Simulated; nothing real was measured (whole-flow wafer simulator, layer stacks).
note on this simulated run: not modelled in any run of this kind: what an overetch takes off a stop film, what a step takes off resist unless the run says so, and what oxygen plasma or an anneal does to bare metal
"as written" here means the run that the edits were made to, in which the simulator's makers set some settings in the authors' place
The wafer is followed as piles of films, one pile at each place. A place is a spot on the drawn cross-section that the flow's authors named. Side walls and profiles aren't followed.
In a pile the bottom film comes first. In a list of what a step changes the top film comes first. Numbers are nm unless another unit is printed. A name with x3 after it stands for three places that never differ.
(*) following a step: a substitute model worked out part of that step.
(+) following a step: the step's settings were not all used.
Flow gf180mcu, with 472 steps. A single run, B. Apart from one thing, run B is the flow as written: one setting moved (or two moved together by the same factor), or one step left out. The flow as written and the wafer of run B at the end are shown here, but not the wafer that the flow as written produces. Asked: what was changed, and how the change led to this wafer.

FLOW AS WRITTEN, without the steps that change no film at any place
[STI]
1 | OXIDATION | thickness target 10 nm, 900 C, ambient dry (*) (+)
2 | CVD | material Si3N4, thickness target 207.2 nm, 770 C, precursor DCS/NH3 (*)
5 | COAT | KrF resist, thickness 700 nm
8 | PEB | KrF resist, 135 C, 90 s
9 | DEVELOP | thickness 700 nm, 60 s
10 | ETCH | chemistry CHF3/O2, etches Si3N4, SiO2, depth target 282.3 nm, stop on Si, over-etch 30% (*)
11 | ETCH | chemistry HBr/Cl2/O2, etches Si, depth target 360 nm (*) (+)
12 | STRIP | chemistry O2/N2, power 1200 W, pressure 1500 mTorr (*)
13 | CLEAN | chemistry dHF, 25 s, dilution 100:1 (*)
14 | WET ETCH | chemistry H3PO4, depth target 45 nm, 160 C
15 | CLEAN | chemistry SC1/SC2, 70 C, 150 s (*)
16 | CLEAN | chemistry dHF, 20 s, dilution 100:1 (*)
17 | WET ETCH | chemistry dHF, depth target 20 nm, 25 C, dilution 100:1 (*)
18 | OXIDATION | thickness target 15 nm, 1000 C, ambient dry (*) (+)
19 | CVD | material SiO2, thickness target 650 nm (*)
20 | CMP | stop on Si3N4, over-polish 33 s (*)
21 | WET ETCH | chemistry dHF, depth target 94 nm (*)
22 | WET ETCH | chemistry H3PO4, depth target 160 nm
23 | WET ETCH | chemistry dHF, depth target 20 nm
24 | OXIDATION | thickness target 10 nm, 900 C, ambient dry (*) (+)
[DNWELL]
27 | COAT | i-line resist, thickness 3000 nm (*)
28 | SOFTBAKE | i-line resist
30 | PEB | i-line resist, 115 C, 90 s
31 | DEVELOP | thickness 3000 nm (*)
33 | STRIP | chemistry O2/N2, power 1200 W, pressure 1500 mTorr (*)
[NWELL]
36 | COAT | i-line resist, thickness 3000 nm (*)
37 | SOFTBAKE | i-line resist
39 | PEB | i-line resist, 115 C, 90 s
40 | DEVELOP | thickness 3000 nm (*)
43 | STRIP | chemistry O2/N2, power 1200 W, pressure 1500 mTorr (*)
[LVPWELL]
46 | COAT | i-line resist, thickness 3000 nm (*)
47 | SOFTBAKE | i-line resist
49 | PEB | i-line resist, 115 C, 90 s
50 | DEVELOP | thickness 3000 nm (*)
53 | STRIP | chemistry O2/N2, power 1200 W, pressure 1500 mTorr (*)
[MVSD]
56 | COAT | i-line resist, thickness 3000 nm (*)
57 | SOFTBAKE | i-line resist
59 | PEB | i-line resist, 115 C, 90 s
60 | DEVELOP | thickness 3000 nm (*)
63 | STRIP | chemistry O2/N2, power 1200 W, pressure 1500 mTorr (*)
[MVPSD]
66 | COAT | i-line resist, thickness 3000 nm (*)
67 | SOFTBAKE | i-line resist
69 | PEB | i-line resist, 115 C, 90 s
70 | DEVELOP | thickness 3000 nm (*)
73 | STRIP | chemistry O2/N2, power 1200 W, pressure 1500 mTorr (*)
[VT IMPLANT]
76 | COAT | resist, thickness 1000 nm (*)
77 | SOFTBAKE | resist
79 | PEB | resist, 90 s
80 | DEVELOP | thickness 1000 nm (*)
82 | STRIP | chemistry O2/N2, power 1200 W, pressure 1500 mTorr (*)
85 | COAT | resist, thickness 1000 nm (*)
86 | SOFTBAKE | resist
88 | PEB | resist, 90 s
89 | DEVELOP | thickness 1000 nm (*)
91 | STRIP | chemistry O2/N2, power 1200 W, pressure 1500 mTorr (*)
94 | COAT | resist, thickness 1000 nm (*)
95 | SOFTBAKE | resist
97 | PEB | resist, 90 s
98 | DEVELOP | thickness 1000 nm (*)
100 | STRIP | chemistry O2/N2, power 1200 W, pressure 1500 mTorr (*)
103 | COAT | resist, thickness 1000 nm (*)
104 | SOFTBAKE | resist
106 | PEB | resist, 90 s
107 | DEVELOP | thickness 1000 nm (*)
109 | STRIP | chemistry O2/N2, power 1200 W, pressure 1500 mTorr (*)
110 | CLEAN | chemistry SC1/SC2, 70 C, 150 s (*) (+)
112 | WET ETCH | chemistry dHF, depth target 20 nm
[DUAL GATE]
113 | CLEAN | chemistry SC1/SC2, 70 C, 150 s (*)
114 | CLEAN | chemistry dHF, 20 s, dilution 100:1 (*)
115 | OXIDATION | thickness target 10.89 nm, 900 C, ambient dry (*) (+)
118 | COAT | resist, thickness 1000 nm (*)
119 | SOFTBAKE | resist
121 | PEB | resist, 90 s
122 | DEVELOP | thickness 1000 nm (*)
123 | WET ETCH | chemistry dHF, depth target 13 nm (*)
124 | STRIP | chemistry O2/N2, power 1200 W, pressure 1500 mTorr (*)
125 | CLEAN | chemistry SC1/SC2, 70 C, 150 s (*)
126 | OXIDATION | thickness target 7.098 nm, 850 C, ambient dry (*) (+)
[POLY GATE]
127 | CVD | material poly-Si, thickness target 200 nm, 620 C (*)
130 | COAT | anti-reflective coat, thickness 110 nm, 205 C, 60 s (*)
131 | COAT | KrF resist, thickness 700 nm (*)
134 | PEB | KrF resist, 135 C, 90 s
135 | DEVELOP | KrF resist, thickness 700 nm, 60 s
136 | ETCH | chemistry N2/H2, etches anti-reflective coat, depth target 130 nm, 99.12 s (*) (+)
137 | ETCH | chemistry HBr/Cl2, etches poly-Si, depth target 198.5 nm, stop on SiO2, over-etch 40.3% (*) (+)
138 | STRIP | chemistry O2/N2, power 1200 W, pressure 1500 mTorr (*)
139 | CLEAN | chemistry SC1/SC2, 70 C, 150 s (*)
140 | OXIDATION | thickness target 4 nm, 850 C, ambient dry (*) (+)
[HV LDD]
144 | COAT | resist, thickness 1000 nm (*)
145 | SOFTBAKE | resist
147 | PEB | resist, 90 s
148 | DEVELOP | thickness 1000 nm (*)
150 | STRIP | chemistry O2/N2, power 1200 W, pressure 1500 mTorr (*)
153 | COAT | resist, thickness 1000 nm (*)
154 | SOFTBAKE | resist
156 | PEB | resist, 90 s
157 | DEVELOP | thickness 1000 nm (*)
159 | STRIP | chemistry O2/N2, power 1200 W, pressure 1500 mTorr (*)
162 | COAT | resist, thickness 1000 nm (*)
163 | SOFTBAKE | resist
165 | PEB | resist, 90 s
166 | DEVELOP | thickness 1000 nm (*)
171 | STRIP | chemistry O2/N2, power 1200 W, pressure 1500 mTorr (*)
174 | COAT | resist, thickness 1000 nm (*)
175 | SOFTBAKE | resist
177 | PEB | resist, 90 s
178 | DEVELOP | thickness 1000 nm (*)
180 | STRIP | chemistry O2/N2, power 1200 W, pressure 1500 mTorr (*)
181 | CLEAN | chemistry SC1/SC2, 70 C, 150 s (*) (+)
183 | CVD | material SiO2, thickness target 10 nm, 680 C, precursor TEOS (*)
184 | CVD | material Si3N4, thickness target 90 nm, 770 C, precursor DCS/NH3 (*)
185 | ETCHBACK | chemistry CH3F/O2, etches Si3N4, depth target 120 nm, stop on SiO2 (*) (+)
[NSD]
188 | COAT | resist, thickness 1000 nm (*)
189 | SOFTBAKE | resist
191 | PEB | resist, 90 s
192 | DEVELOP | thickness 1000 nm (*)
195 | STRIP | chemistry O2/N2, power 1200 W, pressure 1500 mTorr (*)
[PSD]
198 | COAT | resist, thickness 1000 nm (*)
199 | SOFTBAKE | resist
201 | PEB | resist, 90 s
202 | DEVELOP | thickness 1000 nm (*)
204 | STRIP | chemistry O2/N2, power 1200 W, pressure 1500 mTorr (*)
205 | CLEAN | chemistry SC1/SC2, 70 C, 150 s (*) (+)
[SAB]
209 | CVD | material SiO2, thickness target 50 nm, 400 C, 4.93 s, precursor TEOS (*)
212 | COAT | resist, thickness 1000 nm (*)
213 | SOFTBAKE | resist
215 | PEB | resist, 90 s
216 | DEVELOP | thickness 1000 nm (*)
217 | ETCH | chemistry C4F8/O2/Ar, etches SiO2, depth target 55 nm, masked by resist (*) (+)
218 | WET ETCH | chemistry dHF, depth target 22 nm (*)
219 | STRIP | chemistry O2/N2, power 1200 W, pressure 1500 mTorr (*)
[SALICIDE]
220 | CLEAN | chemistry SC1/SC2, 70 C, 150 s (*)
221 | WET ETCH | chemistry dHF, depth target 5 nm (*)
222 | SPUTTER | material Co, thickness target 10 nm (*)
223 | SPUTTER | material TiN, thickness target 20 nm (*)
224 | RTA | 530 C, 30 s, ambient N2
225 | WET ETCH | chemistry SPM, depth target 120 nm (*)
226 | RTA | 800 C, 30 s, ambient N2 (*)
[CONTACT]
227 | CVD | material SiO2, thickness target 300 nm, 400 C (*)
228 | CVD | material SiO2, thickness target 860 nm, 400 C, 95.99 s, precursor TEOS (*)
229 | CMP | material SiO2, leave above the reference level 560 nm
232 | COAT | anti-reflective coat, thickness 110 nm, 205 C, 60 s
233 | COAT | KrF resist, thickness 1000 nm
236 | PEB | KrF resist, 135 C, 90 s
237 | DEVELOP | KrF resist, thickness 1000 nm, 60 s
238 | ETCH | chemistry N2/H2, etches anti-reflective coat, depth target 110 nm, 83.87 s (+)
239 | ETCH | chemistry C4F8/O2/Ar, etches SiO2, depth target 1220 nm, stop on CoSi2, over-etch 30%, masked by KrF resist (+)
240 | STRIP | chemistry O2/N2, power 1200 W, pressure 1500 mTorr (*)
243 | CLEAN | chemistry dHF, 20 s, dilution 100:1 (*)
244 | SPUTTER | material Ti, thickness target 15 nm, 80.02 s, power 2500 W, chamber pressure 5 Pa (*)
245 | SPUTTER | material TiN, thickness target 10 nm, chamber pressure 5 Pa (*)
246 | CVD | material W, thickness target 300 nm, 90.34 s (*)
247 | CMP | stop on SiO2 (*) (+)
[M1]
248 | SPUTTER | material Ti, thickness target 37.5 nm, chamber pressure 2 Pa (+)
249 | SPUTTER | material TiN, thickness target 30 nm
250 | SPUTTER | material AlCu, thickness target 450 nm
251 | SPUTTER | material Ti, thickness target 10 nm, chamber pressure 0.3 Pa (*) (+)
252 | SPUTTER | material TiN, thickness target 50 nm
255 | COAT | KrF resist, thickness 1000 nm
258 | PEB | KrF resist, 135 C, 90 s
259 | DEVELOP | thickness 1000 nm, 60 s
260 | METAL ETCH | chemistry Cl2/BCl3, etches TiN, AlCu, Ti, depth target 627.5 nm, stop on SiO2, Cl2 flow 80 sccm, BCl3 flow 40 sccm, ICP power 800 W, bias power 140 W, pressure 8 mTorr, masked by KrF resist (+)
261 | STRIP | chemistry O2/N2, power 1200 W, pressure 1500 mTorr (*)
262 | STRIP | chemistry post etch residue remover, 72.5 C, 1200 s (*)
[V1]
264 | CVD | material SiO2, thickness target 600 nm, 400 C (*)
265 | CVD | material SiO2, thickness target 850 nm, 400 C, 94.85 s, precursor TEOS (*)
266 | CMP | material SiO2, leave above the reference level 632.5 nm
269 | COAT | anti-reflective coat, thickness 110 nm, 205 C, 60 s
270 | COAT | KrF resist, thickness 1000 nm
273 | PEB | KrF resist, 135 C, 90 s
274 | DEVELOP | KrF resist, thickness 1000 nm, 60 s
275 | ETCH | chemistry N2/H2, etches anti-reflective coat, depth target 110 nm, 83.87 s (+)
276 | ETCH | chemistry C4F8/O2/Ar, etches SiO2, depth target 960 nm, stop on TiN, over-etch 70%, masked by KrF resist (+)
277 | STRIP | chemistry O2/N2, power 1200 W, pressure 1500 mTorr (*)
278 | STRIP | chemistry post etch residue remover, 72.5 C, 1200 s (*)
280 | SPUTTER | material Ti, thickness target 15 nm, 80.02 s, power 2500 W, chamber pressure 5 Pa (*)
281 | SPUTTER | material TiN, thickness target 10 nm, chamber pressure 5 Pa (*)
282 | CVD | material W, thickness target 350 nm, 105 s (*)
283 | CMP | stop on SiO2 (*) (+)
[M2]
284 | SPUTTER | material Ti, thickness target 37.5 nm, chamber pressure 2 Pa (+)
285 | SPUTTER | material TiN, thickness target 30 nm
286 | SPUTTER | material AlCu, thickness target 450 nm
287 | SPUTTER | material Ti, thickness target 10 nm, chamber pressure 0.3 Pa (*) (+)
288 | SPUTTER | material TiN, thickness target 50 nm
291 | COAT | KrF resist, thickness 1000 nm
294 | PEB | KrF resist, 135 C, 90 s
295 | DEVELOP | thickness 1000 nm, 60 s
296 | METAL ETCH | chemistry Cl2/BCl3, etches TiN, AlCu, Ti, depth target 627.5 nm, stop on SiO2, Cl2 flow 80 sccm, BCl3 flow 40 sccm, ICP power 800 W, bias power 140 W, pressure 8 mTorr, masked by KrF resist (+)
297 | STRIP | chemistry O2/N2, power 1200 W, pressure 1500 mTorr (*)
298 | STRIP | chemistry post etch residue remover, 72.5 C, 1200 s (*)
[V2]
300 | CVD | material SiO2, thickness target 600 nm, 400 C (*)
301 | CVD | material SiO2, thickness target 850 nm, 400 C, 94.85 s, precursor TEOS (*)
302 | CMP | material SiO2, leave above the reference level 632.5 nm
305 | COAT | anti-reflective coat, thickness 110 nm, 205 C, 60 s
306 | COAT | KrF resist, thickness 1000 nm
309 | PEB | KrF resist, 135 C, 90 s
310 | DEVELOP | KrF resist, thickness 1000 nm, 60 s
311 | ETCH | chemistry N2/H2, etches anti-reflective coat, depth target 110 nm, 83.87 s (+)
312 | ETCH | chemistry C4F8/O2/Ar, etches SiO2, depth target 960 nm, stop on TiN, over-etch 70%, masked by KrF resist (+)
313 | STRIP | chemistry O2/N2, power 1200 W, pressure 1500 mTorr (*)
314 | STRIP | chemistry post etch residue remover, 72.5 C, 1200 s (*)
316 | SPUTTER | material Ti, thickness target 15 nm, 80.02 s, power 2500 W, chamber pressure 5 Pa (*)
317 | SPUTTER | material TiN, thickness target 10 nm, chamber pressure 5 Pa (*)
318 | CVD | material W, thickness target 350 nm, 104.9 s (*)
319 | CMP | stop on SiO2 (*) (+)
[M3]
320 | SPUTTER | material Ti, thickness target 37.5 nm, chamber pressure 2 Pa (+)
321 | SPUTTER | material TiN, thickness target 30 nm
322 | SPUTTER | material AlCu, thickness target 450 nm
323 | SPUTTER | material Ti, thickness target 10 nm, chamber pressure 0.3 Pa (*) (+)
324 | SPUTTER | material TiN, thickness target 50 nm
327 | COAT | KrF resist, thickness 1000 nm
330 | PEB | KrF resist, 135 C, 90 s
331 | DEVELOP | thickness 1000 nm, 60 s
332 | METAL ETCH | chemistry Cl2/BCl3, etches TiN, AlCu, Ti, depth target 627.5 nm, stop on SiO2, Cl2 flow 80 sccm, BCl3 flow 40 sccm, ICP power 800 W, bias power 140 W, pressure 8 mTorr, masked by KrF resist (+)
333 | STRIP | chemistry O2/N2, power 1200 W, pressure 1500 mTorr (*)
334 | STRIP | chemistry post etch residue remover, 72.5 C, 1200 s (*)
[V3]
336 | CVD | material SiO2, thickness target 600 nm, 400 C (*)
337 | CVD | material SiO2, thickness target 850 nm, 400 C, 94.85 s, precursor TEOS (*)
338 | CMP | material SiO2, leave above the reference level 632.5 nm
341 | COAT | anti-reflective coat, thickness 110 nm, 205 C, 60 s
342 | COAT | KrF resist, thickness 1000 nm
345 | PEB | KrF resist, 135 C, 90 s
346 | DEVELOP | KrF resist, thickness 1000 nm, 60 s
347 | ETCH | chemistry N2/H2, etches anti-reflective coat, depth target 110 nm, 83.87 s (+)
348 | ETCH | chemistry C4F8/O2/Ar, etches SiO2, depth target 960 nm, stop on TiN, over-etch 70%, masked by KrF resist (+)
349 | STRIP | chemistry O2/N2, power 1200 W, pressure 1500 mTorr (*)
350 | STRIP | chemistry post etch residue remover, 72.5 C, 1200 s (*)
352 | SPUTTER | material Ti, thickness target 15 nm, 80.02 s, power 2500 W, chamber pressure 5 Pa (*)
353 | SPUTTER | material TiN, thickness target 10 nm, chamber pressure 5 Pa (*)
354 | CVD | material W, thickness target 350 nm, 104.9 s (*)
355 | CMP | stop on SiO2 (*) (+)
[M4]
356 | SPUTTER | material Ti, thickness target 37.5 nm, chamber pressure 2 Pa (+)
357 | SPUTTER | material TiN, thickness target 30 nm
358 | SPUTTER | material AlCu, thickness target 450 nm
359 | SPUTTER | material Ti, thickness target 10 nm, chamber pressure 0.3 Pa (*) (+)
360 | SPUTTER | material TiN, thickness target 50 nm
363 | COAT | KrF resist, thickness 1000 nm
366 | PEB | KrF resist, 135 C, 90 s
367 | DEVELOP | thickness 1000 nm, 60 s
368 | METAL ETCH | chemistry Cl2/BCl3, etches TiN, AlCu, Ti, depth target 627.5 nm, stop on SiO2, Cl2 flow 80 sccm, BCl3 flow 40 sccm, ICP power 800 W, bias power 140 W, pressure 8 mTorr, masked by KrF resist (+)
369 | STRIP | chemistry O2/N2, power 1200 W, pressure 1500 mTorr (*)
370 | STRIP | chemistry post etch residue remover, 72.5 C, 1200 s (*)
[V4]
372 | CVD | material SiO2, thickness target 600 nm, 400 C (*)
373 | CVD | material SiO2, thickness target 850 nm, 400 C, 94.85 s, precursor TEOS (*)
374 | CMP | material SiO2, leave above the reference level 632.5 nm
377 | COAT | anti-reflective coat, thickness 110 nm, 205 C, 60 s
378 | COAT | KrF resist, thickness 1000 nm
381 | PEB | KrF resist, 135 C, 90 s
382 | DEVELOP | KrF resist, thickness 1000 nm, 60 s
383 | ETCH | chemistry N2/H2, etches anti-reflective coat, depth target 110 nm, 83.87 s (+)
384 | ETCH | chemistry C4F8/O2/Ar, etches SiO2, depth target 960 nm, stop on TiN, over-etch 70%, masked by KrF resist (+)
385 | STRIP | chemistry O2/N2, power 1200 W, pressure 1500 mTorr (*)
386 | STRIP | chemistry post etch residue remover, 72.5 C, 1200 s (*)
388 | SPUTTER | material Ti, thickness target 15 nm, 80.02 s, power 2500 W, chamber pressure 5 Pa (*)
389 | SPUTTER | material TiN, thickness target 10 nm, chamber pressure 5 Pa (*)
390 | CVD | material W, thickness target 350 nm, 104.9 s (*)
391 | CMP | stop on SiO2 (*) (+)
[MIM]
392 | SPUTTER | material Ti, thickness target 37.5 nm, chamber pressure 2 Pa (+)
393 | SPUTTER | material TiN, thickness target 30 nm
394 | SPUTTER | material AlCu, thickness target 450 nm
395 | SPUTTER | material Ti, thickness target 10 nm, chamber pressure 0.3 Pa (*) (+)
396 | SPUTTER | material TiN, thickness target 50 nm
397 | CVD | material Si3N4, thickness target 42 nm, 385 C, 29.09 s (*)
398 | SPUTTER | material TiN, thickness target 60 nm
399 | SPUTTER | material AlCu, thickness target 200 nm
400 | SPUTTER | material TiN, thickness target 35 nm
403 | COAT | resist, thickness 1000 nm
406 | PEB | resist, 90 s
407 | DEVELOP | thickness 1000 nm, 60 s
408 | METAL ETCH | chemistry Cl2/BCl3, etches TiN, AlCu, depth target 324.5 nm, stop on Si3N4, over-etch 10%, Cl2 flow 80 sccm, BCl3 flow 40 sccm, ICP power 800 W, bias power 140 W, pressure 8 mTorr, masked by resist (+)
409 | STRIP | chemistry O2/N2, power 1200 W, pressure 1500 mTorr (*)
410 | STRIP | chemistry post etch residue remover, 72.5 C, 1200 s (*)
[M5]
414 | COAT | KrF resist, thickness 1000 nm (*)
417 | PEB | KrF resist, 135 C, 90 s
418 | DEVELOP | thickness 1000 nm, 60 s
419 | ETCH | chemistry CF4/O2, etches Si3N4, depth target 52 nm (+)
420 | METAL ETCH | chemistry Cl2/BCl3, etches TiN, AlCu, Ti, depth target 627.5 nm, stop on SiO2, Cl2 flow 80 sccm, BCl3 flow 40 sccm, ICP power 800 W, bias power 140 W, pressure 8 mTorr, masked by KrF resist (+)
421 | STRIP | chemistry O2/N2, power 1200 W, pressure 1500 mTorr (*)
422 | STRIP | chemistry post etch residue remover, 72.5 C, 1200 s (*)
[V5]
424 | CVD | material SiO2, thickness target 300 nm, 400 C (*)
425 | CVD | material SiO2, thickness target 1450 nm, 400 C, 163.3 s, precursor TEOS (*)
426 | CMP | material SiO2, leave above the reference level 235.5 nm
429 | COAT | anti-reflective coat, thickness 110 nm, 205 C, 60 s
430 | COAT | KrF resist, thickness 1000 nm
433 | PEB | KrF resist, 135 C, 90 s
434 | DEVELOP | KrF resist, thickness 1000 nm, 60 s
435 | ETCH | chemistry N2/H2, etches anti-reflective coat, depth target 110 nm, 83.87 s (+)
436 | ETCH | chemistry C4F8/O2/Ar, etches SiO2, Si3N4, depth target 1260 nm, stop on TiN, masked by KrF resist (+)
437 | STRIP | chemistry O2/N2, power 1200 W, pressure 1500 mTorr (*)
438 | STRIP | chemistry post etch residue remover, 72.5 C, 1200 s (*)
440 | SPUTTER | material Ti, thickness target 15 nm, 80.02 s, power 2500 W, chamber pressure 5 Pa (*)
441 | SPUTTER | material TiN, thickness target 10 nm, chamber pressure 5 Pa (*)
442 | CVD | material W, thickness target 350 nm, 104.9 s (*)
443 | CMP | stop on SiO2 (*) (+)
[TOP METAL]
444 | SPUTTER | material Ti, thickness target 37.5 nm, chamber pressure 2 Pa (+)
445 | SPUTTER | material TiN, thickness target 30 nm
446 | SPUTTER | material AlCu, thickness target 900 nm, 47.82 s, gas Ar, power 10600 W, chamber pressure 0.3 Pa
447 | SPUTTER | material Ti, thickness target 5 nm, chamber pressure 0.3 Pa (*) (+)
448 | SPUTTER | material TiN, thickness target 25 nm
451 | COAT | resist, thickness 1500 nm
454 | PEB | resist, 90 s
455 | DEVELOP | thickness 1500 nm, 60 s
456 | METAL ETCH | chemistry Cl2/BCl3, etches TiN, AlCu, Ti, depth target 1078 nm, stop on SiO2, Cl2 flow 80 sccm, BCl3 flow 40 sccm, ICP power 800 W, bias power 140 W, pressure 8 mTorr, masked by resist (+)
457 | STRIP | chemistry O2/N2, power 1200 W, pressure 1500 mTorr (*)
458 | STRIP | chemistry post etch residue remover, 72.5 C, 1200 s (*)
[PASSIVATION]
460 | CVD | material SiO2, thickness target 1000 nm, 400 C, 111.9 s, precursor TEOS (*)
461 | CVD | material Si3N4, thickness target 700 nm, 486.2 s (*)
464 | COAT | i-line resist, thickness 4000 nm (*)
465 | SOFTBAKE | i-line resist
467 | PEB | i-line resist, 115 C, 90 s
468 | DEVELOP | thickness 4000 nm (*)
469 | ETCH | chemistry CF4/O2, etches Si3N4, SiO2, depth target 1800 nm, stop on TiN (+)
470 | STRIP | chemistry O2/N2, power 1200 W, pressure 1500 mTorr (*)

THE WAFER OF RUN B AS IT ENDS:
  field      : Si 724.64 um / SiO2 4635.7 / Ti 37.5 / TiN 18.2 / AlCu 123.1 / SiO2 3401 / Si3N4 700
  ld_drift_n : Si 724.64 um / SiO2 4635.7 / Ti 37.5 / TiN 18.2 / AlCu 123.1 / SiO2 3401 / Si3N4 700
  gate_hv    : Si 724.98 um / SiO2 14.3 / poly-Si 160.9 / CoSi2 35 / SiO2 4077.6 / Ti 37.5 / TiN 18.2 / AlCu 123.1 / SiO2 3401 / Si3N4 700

What caused this: step 357, SPUTTER: thickness target 18.2 nm was run, while the flow as written has thickness target 30 nm; step 368, METAL ETCH: depth target 381.2 nm was run, where the flow has depth target 627.5 nm.

How this came from the change, step by step:
  357 | SPUTTER | material TiN, thickness target 30 nm
      field, field__w1, field__w2 and 108 more: TiN gains 18.2 (new film) (it would be, as written: TiN gains 30 (new film))
  368 | METAL ETCH | chemistry Cl2/BCl3, etches TiN, AlCu, Ti, depth target 627.5 nm, stop on SiO2, Cl2 flow 80 sccm, BCl3 flow 40 sccm, ICP power 800 W, bias power 140 W, pressure 8 mTorr, masked by KrF resist (+)
      field, field__w1, field__w2 and 103 more: TiN loses 50 (all of it), Ti loses 10 (all of it), AlCu loses 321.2 (it would be, as written: TiN loses 50 (all of it), Ti loses 10 (all of it), AlCu loses 450 (all of it), TiN loses 30 (all of it), Ti loses 37.5 (all of it))
      field__w8, contact, m1, m1__w1, m1_nw: KrF resist loses 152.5 (it would be, as written: KrF resist loses 251)
  369 | STRIP | chemistry O2/N2, power 1200 W, pressure 1500 mTorr (*)
      field__w8, contact, m1, m1__w1, m1_nw: KrF resist loses 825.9 (all of it) (it would be, as written: KrF resist loses 727.4 (all of it))
  370 | STRIP | chemistry post etch residue remover, 72.5 C, 1200 s (*)
      field, field__w1, field__w2 and 103 more: AlCu loses 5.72 (it would be, as written: nothing)
  372 | CVD | material SiO2, thickness target 600 nm, 400 C (*)
      field, field__w1, field__w2 and 103 more: SiO2 gains 600 (new film) (it would be, as written: SiO2 gains 600)
  374 | CMP | material SiO2, leave above the reference level 632.5 nm
      field, field__w1, field__w2 and 103 more: SiO2 loses 490.6 (it would be, as written: SiO2 loses 300)
With metal films that touch counted as one body, field has 1 body; the flow as written gives 0 bodies.
With metal films that touch counted as one body, ld_drift_n has 1 body; the flow as written gives 0 bodies.
With metal films that touch counted as one body, gate_hv has 2 bodies (between them, from the top down: SiO2 4077.6); the flow as written gives 1 body.
